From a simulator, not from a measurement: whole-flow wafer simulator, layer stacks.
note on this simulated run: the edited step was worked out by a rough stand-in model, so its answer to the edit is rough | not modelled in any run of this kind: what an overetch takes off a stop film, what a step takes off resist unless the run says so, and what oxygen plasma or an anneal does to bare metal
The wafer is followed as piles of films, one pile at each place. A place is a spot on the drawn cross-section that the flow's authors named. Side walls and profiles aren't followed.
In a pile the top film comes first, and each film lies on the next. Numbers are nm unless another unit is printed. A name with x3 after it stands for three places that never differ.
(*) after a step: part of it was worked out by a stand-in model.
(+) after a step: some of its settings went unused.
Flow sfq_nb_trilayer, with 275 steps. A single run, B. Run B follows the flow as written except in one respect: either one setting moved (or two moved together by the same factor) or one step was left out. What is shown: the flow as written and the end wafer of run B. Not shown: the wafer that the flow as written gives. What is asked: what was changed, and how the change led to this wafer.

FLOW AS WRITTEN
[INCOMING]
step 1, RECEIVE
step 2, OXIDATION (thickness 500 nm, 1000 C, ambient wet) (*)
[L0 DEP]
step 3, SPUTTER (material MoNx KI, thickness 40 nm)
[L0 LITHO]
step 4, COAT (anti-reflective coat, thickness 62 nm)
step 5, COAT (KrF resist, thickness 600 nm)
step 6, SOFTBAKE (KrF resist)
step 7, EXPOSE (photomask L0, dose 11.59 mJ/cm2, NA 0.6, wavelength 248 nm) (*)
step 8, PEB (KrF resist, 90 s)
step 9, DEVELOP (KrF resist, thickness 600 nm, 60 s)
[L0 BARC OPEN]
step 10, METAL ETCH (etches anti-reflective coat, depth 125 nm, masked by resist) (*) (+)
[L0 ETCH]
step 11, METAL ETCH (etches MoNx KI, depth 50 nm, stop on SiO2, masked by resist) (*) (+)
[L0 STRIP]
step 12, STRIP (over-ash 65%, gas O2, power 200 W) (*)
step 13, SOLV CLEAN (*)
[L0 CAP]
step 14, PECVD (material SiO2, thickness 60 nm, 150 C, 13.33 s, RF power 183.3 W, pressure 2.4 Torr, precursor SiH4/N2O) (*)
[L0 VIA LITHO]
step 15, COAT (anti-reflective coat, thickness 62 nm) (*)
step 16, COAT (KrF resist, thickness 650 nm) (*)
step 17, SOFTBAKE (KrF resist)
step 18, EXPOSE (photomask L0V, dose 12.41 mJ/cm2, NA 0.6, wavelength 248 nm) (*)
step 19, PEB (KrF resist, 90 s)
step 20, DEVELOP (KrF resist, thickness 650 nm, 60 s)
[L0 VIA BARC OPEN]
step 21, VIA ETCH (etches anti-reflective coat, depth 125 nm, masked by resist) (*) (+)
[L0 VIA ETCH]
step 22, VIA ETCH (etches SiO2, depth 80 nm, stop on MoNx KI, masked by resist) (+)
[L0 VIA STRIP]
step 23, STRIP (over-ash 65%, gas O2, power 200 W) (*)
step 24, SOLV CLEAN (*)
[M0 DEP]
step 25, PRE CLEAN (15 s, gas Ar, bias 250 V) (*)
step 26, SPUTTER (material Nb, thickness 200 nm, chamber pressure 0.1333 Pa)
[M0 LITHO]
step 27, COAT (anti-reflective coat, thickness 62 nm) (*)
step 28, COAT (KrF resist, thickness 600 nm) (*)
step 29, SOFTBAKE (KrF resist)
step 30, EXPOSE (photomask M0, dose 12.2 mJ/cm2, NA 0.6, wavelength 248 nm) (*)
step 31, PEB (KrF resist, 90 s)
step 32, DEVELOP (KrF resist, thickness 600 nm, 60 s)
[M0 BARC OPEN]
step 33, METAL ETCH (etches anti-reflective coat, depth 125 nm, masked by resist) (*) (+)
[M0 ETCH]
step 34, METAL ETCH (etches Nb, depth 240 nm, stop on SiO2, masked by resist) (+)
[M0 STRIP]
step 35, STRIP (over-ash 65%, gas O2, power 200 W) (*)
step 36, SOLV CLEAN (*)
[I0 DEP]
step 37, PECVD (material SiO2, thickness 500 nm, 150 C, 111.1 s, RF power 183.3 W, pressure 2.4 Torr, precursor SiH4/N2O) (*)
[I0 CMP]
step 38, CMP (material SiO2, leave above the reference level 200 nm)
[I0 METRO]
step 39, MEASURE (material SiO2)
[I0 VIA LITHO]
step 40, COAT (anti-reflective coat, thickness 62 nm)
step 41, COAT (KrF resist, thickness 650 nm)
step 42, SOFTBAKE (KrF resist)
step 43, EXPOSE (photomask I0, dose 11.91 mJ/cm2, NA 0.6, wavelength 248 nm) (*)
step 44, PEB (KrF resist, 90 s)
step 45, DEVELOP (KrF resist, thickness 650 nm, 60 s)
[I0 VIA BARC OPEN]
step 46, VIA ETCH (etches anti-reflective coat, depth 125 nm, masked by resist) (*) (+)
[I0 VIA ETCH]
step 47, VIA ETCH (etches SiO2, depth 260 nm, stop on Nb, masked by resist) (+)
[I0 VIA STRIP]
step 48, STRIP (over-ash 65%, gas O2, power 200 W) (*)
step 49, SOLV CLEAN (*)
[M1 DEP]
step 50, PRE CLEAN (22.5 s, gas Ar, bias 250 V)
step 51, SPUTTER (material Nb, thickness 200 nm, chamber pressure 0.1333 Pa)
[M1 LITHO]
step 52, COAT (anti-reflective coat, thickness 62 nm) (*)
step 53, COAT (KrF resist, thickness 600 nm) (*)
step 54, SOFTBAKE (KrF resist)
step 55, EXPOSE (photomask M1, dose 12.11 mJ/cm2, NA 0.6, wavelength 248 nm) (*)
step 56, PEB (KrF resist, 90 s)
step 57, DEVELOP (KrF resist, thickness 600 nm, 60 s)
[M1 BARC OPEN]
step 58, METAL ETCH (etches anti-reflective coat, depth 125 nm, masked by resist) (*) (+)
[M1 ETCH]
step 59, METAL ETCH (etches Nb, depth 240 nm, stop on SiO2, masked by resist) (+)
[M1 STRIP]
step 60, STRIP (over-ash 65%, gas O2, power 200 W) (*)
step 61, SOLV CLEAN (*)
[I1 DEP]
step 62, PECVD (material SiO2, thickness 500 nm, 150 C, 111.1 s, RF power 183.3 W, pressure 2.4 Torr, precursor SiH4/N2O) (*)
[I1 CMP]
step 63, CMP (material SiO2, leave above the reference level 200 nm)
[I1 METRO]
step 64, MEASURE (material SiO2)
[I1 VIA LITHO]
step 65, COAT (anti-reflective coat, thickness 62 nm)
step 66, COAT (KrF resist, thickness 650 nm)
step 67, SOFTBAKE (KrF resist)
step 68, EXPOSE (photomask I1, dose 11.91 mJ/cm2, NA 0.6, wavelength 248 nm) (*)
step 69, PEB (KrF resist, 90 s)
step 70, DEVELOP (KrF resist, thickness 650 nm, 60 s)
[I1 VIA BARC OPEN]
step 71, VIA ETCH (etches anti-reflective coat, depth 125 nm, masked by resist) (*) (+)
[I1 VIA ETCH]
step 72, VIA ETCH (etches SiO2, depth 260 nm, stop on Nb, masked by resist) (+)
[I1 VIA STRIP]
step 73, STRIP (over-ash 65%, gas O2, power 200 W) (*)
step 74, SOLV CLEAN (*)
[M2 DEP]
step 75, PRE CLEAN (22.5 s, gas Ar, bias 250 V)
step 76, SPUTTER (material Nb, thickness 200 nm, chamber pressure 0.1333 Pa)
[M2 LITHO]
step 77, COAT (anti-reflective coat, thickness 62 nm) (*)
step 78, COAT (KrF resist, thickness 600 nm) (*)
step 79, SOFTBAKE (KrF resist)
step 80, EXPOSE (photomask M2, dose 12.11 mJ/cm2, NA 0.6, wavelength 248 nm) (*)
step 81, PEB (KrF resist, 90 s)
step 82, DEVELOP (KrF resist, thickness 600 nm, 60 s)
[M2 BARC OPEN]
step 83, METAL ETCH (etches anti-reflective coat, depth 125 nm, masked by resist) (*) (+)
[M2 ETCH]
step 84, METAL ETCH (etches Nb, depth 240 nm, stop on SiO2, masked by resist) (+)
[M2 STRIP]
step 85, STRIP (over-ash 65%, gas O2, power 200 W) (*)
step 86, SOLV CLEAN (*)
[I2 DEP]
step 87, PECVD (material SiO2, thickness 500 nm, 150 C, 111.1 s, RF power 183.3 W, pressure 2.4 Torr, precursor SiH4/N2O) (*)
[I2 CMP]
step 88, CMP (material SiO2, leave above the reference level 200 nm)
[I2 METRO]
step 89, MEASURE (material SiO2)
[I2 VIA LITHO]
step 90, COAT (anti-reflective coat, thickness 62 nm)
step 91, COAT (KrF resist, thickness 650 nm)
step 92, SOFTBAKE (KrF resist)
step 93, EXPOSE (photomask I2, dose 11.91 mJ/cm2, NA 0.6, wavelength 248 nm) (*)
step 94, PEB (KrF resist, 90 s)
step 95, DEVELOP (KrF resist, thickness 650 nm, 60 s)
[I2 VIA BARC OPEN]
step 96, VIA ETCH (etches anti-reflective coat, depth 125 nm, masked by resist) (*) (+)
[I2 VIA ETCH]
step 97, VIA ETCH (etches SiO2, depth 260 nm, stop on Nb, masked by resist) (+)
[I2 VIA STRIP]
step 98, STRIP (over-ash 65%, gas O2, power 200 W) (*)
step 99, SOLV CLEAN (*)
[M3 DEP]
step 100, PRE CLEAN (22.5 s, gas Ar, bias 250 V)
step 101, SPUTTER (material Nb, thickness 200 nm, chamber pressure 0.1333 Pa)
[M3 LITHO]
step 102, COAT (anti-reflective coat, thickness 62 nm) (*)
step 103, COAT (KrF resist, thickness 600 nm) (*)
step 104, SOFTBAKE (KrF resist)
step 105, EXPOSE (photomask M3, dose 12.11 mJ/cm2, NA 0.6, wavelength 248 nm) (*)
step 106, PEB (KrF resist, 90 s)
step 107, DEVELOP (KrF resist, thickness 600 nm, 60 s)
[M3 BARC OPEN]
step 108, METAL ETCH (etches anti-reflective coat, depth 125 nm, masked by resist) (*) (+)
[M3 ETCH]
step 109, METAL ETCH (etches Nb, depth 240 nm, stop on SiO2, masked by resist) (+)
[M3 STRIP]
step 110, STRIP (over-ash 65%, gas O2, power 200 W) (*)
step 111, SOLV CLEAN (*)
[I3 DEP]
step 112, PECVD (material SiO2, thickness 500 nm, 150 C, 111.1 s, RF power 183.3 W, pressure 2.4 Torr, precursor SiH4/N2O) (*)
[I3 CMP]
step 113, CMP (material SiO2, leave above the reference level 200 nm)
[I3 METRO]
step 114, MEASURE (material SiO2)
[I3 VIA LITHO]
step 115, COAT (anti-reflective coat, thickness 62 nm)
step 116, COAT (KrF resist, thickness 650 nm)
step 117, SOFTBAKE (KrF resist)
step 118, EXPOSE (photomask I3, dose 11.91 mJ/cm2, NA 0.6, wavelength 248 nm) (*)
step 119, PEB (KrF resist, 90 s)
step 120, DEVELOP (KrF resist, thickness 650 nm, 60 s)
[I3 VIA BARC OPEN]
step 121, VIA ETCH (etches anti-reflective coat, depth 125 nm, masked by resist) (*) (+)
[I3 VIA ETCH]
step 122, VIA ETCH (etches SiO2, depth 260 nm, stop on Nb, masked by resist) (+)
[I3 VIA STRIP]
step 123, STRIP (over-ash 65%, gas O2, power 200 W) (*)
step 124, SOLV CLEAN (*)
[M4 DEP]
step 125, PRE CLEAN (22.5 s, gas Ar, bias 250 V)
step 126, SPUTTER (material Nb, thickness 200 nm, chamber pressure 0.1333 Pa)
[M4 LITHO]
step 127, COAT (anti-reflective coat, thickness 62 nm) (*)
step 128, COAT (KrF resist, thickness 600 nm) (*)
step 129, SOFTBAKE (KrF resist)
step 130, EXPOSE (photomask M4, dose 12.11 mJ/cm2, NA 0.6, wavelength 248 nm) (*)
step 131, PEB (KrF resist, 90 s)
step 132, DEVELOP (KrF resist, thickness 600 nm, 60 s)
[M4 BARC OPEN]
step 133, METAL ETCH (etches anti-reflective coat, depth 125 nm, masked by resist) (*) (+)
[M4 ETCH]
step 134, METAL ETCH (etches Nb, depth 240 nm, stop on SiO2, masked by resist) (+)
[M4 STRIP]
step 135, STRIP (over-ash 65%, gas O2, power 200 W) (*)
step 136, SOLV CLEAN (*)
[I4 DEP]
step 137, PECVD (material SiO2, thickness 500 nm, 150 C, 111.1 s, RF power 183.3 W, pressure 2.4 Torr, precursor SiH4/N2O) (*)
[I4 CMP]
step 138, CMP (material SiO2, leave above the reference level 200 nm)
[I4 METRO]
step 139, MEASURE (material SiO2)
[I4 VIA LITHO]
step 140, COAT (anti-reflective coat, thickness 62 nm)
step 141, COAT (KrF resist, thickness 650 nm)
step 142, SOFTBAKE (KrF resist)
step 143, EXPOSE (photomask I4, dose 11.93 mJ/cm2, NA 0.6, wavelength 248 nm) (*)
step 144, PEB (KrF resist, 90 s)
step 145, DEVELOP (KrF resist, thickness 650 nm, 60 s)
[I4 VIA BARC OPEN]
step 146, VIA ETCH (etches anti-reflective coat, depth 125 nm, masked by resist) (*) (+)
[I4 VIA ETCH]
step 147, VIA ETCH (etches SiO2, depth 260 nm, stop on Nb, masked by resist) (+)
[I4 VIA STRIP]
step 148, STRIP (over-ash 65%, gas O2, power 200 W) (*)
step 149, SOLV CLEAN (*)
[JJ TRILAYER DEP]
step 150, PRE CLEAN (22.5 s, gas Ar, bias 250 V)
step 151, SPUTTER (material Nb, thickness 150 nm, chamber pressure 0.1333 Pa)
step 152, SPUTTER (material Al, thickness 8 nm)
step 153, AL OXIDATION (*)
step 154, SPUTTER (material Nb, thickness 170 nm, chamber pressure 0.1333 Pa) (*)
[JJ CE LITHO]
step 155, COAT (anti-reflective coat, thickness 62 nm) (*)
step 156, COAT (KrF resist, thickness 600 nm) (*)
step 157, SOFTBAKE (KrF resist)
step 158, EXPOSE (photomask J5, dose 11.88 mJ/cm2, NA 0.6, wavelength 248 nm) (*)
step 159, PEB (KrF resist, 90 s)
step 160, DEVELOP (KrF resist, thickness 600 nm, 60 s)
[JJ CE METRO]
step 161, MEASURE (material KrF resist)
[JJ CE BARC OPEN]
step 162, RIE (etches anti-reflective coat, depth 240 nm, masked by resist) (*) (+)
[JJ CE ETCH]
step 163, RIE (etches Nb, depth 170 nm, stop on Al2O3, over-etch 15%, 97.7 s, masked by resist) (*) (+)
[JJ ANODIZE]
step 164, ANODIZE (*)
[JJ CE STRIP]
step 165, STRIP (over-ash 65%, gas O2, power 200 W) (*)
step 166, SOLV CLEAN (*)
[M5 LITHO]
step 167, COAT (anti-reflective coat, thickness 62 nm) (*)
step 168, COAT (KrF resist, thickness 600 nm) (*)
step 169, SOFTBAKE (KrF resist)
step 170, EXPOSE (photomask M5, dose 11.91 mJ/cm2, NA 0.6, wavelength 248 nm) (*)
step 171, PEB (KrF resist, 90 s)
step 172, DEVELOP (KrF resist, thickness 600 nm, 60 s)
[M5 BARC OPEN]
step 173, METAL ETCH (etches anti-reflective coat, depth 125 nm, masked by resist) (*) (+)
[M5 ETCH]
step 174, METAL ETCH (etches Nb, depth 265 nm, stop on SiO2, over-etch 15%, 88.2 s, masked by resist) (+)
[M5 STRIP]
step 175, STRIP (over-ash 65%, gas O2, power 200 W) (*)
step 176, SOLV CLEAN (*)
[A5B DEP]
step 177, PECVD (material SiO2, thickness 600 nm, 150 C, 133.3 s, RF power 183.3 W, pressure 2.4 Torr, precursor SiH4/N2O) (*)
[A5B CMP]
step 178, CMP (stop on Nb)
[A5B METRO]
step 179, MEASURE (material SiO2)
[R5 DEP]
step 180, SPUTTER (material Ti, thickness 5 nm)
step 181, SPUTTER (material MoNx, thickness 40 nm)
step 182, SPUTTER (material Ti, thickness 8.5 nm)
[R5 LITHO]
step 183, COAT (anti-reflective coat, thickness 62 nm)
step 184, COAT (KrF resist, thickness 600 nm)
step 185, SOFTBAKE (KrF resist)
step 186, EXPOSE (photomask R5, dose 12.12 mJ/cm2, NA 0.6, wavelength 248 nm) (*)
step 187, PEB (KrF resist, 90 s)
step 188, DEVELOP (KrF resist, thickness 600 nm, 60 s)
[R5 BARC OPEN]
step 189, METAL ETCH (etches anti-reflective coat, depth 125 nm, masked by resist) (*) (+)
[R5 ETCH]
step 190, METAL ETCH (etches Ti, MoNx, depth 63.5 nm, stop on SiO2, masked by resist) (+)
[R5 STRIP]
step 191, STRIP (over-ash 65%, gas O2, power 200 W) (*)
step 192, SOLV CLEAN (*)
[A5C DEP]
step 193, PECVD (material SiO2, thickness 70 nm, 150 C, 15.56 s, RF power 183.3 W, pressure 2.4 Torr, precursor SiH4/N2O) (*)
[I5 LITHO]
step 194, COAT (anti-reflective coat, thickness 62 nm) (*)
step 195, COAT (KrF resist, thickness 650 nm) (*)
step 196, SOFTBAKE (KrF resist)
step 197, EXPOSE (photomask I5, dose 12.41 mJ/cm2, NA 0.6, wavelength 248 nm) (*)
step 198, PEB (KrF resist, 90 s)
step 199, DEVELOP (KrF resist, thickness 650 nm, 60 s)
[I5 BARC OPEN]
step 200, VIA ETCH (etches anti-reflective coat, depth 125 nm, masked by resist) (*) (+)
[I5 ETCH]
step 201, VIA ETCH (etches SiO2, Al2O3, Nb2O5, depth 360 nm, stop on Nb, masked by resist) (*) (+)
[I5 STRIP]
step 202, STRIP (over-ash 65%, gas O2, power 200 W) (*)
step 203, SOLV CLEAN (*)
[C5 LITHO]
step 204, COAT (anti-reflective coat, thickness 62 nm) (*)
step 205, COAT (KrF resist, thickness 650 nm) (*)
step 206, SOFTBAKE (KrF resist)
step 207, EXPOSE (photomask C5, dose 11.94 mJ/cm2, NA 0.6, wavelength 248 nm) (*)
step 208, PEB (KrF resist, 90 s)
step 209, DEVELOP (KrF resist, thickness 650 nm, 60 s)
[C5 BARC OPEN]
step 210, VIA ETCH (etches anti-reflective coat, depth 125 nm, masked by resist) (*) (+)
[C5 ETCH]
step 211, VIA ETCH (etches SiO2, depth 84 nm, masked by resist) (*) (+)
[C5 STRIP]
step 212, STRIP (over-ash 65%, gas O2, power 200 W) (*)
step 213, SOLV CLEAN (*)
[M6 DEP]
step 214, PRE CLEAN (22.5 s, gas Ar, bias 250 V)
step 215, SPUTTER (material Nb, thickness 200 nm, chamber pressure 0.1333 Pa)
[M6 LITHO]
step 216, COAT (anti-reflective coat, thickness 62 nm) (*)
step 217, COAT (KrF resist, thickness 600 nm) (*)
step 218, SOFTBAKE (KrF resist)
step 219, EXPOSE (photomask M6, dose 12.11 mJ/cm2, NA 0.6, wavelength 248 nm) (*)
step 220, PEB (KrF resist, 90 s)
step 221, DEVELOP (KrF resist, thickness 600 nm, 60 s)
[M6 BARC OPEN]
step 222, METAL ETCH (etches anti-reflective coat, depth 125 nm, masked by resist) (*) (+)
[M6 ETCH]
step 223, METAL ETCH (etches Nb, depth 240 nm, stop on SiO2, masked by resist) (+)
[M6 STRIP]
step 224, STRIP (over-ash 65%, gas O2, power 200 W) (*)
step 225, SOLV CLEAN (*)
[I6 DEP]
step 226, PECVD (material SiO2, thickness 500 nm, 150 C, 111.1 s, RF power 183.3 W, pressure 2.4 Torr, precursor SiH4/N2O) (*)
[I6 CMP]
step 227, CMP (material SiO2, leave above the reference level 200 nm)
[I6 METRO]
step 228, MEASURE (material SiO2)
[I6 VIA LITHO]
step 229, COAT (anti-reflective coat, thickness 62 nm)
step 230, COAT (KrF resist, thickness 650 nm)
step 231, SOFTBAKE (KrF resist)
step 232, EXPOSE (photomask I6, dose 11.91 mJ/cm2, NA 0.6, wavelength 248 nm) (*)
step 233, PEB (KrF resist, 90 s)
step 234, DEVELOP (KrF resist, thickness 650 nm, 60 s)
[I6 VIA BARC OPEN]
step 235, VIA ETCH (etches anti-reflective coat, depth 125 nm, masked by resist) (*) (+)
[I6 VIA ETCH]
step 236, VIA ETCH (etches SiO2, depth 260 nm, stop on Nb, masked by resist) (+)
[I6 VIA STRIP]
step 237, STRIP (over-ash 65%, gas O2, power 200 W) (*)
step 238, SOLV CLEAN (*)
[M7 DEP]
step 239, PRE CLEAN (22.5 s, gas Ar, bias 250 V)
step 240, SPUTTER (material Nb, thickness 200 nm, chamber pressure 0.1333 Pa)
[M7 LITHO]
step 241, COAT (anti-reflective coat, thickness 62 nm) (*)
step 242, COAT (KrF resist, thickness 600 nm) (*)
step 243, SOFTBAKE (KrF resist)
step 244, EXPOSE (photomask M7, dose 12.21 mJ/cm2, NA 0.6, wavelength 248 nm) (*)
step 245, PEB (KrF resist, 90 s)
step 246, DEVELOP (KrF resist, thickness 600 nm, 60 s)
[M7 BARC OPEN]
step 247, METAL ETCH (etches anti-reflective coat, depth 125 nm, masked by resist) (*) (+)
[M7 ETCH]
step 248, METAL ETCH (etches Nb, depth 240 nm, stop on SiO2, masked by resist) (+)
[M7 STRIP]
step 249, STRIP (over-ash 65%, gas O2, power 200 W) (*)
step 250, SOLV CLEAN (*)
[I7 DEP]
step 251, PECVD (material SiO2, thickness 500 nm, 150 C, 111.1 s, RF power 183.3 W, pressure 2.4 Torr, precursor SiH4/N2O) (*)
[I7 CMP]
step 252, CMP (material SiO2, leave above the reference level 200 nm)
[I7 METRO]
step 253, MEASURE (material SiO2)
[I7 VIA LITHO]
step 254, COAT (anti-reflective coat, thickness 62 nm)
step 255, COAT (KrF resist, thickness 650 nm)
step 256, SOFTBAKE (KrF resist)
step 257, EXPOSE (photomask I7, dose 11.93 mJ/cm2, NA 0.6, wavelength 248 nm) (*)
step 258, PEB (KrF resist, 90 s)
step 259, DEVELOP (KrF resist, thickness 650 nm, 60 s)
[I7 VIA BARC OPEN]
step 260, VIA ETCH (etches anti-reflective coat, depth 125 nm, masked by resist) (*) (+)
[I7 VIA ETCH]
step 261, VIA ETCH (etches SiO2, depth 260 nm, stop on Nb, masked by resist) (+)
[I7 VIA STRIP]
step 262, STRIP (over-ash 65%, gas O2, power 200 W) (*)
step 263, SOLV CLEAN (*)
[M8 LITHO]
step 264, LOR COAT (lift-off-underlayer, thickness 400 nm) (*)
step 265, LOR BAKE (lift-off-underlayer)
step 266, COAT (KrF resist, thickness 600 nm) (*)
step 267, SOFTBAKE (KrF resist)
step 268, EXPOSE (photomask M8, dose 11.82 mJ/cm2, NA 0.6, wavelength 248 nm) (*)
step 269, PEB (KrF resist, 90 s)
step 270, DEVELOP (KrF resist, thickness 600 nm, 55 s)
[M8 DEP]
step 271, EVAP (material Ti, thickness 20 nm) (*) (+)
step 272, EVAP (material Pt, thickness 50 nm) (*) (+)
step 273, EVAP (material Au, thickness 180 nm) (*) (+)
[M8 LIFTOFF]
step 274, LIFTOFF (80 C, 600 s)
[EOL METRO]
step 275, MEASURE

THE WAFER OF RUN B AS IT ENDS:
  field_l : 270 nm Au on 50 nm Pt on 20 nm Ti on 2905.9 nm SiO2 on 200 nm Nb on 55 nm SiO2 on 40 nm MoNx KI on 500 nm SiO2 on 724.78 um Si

What caused this: step 273, EVAP: thickness 270 nm was run, whereas the flow has thickness 180 nm.
One can read it off the wafer: field_l has Au 270, and step 273 as written asks for 180 nm.

Step by step, how the change led to this:
  step 273, EVAP (material Au, thickness 180 nm) (*) (+)
      field_l, v_sur, via_wl and 103 more: +270 Au (new film) (it would be, as written: +180 Au (new film))
  step 274, LIFTOFF (80 C, 600 s)
      p4_fl x3, p4_w1 x9, p4_g1 x2 and 60 more: -270 Au (all of it), -50 Pt (all of it), -20 Ti (all of it), -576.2 KrF resist (all of it), -400 lift-off-underlayer (all of it) (it would be, as written: -180 Au (all of it), -50 Pt (all of it), -20 Ti (all of it), -576.2 KrF resist (all of it), -400 lift-off-underlayer (all of it))
      c5j, ce_r: -270 Au (all of it), -50 Pt (all of it), -20 Ti (all of it), -573.3 KrF resist (all of it), -399.3 lift-off-underlayer (all of it) (it would be, as written: -180 Au (all of it), -50 Pt (all of it), -20 Ti (all of it), -573.3 KrF resist (all of it), -399.3 lift-off-underlayer (all of it))
      (also at 19 further places)
